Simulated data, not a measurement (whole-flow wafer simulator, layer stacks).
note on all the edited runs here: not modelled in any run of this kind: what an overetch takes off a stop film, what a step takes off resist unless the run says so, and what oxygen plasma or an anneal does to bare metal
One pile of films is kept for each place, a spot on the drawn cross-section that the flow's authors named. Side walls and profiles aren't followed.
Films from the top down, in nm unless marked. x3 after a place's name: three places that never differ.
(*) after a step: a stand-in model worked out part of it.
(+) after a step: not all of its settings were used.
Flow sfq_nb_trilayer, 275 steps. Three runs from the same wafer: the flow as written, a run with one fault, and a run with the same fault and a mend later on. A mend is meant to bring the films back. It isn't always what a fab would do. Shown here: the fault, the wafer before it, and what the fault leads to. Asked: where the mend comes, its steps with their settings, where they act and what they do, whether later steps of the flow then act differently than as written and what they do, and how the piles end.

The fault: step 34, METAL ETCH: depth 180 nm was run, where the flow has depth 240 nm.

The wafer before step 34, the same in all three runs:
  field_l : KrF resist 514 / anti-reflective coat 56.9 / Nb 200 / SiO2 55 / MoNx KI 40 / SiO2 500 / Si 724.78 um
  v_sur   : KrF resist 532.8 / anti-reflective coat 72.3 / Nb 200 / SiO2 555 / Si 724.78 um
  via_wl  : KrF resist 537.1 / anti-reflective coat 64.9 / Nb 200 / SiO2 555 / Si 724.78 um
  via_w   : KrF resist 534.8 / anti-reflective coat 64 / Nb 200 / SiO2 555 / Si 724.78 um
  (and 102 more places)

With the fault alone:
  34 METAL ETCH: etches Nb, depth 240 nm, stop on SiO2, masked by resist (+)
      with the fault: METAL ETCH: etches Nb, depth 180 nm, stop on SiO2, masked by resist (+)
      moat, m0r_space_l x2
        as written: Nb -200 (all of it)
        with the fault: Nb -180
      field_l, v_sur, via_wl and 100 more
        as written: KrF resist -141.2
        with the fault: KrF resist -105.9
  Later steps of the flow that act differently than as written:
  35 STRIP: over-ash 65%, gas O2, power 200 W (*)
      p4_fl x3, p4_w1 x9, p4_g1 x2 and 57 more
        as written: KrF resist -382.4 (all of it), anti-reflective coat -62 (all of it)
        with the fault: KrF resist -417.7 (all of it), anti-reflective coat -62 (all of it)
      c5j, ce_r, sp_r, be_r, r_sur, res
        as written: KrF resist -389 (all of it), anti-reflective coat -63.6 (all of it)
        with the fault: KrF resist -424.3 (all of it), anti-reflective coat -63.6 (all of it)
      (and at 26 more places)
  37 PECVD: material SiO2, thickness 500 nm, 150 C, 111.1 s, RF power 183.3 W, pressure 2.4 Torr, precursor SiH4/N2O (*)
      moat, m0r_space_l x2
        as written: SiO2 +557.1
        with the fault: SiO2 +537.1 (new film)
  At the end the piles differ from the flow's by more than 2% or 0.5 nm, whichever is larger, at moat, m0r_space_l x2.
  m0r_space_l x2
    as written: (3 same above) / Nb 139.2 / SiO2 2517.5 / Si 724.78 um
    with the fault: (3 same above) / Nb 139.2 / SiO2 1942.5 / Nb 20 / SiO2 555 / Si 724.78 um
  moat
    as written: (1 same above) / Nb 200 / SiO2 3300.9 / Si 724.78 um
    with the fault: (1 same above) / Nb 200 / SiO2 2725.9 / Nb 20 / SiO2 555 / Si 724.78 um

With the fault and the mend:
  The mend comes after step 34.
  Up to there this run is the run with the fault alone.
  34a METAL ETCH: etches Nb, depth 60 nm, stop on SiO2, masked by resist (+) (the flow's step 34 once more, with other settings)
      field_l, v_sur, via_wl and 100 more
        KrF resist -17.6
      moat, m0r_space_l x2
        Nb -20 (all of it)
  Later steps of the flow that act differently than as written:
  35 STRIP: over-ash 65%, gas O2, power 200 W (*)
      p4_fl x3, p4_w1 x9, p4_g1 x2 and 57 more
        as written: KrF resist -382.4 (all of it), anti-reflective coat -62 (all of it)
        with the mend: KrF resist -400 (all of it), anti-reflective coat -62 (all of it)
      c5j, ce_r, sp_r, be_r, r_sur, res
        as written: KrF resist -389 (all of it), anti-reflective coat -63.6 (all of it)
        with the mend: KrF resist -406.7 (all of it), anti-reflective coat -63.6 (all of it)
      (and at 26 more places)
  At the end the piles are the same as the flow's at every place that both follow.
